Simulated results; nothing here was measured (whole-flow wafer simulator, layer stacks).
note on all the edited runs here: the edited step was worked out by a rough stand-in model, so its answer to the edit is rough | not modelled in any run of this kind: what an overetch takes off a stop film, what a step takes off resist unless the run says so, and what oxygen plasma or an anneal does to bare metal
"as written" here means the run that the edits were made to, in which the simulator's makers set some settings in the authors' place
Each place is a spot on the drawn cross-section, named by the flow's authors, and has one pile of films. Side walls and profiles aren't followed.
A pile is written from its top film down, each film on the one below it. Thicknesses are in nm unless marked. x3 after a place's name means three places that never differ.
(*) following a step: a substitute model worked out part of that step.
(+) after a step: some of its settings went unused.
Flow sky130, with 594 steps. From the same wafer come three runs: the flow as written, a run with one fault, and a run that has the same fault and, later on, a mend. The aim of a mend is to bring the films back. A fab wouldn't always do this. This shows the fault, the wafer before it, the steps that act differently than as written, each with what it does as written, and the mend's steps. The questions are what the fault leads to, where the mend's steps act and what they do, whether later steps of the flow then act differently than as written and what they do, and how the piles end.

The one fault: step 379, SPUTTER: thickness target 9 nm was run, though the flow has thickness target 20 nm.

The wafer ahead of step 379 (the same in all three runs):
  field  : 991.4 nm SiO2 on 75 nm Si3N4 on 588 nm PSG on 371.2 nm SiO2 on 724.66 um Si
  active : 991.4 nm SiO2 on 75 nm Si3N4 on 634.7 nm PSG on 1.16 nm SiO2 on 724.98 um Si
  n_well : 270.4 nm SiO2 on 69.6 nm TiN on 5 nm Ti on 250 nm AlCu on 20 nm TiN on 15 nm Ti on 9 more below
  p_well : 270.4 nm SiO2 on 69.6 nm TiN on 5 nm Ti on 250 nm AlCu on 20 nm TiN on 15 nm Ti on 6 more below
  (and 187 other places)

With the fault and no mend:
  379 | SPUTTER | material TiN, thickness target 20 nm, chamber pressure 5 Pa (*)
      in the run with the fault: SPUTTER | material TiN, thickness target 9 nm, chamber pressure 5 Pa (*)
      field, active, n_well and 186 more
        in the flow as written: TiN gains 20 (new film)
        in the run with the fault: TiN gains 9 (new film)
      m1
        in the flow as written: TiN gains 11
        in the run with the fault: TiN gains 4.95
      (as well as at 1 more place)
  Steps further on in the flow that do not act as written (8 more steps, not shown, differ only slightly: by at most 2% or 0.5 nm, whichever is larger):
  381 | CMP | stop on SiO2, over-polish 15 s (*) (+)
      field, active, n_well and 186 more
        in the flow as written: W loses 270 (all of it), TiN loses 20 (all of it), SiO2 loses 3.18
        in the run with the fault: W loses 270 (all of it), TiN loses 9 (all of it), SiO2 loses 3.18
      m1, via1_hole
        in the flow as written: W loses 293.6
        in the run with the fault: W loses 282.6
  The piles end different from the flow's at m1, via1_hole by more than 2% or 0.5 nm, whichever is larger.
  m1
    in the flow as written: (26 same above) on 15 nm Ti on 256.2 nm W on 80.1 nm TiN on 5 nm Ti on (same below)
    in the run with the fault: (26 same above) on 15 nm Ti on 262.2 nm W on 74.1 nm TiN on 5 nm Ti on (same below)
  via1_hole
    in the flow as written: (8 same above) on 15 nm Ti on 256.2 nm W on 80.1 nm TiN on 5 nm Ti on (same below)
    in the run with the fault: (8 same above) on 15 nm Ti on 262.3 nm W on 74.1 nm TiN on 5 nm Ti on (same below)

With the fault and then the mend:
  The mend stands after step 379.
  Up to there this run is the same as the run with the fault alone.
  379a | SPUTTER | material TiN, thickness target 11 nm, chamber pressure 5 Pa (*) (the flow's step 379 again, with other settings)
      field, active, n_well and 186 more
        TiN gains 11
      m1
        TiN gains 6
      via1_hole
        TiN gains 5.95
  Later steps of the flow that are run all act as written at every place that is followed, up to a difference of at most 2% or 0.5 nm, whichever is larger.
  At the end the piles are close to the flow's at the places that both follow, differing by at most 2% or 0.5 nm, whichever is larger.
